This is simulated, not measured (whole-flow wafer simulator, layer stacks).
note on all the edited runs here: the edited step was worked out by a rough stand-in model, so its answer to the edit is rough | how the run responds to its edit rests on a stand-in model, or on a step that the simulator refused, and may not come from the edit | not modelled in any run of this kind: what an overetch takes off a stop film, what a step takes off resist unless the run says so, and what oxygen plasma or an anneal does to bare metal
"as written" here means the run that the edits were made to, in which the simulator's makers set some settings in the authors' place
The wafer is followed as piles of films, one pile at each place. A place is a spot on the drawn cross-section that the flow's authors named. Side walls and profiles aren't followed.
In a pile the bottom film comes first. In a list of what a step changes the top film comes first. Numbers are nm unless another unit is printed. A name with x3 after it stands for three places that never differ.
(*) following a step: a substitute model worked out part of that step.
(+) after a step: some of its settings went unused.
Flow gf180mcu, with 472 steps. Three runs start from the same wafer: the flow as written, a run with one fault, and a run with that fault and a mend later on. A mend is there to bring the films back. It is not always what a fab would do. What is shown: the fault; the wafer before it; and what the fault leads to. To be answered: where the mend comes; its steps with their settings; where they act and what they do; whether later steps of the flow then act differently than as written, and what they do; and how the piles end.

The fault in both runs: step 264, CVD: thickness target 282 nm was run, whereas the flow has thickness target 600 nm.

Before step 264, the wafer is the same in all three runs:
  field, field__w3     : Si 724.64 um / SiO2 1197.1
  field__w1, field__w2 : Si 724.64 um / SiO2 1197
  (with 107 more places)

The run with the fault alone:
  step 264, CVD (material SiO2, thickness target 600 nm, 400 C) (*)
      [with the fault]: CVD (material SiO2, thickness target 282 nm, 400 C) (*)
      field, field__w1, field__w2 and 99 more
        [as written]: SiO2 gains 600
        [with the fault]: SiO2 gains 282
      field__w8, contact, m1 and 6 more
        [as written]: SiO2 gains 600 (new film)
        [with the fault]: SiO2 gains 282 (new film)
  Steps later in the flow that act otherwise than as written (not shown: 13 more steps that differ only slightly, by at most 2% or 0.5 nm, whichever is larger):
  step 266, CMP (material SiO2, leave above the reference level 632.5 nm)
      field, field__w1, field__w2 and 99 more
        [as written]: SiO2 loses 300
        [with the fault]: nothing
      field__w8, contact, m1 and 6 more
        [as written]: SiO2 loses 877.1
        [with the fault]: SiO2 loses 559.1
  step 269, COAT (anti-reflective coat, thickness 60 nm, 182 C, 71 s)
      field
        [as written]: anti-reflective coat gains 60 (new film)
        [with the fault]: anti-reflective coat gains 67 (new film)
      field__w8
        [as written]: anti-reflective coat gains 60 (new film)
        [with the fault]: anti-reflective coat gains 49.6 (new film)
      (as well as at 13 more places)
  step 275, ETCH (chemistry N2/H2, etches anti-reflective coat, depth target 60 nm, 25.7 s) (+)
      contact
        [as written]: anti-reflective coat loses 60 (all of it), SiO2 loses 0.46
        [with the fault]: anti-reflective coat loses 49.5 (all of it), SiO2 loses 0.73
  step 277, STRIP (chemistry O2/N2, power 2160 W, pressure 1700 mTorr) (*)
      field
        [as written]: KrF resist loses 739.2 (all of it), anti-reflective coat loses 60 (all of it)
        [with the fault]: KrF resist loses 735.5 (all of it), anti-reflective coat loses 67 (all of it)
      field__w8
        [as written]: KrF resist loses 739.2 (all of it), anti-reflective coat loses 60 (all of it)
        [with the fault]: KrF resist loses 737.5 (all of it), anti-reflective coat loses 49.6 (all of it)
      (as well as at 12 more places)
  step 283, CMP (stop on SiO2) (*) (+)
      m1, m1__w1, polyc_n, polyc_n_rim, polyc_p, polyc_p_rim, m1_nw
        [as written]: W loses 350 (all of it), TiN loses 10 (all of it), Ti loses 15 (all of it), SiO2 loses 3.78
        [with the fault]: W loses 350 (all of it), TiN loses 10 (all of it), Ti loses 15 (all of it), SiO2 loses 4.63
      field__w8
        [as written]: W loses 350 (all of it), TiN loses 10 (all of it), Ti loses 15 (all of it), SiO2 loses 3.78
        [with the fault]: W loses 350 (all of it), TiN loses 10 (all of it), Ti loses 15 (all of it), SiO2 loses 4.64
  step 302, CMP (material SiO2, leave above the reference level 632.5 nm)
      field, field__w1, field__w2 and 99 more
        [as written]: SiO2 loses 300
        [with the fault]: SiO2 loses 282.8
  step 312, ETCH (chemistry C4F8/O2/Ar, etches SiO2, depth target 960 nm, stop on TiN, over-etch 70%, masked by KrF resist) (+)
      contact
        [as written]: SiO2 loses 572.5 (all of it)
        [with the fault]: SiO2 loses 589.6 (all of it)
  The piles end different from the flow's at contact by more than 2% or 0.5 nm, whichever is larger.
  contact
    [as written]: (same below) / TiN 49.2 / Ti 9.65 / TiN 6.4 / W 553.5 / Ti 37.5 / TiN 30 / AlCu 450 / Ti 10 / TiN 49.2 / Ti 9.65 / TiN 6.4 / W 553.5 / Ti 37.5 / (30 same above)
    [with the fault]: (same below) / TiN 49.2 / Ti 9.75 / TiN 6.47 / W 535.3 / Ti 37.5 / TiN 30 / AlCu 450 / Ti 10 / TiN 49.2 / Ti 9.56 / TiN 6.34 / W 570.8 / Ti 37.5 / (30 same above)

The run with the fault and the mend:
  The mend follows step 264.
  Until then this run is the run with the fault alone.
  step 264a, CVD (material SiO2, thickness target 318 nm, 400 C) (*) (the flow's step 264, run once more with other settings)
      field, field__w1, field__w2 and 108 more
        SiO2 gains 318
  Every later step of the flow that is run acts as written at every place that is followed.
  The piles end the same as the flow's at every place that both follow.
